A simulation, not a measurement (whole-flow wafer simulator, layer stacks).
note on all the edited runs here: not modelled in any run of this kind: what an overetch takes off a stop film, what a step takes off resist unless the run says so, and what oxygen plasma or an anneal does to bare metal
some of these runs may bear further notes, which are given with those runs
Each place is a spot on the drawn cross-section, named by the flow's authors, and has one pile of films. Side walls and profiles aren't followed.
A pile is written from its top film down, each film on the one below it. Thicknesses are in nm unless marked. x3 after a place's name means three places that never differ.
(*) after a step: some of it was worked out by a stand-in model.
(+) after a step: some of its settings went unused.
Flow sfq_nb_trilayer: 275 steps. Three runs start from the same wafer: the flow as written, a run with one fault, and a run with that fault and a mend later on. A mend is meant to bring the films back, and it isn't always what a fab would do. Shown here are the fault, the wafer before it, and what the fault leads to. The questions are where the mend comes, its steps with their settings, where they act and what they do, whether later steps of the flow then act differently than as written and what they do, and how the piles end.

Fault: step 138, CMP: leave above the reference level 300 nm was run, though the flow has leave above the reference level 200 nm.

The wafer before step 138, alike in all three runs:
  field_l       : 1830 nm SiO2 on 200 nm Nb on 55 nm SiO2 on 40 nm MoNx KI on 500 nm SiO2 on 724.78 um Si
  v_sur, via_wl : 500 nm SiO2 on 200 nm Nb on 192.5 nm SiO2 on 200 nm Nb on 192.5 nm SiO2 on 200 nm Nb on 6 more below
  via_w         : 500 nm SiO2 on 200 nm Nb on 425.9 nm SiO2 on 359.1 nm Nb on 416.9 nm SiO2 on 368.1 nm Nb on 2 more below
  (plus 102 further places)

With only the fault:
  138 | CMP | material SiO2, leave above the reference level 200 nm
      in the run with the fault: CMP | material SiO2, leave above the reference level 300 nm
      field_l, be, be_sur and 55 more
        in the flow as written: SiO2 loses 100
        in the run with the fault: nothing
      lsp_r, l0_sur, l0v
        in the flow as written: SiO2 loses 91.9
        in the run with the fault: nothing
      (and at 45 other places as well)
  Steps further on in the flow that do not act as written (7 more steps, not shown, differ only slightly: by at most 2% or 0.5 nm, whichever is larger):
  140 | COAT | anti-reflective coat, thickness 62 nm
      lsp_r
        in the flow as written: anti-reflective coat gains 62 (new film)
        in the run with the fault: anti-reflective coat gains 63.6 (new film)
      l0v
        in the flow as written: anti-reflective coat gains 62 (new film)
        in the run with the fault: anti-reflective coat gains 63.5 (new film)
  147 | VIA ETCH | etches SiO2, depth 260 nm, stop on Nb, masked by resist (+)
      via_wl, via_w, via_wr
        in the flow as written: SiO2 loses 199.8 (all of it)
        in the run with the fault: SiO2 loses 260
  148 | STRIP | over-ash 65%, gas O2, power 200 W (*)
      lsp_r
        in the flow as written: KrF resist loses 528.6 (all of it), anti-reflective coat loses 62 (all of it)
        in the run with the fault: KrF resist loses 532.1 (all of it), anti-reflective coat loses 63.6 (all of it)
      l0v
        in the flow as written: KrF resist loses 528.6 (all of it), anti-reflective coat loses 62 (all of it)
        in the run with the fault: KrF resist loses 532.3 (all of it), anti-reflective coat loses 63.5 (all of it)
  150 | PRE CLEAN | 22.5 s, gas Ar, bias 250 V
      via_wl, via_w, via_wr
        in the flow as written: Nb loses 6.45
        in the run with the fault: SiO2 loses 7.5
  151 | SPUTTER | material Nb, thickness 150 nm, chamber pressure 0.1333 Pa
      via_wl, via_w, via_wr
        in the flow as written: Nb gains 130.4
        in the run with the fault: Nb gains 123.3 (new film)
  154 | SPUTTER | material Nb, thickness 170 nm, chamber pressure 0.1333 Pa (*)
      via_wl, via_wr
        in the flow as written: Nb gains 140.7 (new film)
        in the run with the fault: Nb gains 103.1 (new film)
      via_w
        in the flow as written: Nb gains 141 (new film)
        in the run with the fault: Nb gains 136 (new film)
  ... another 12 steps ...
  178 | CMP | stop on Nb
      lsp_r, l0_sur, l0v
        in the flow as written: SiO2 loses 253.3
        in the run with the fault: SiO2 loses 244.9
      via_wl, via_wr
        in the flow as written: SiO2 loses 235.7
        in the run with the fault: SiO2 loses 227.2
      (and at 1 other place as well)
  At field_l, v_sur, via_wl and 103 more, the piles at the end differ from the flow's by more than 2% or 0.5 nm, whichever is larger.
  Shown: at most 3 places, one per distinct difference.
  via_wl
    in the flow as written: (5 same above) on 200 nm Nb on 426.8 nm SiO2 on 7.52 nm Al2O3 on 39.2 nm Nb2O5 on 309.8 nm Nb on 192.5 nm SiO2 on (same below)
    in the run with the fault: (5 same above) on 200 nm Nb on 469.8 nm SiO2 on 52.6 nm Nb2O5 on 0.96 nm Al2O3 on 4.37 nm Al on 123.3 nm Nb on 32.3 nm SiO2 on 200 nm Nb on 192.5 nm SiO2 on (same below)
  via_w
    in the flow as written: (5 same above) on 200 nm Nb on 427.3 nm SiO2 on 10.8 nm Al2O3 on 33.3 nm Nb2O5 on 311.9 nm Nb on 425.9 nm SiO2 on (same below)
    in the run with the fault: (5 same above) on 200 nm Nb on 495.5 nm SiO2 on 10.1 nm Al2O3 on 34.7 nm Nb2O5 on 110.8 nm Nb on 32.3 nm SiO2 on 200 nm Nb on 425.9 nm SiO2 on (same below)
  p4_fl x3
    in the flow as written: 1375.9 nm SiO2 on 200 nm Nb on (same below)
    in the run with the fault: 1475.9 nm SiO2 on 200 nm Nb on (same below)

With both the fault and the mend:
  The mend stands after step 139.
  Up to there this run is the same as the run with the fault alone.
  139a | CMP | material SiO2, leave above the reference level 200 nm (the flow's step 138, run once more)
      field_l, v_sur, via_wl and 100 more
        SiO2 loses 100
      lsp_r, l0_sur, l0v
        SiO2 loses 91.9
  None of the later steps of the flow acts differently than as written at any place that is followed.
  By the end, the piles equal the flow's at every place that both follow.
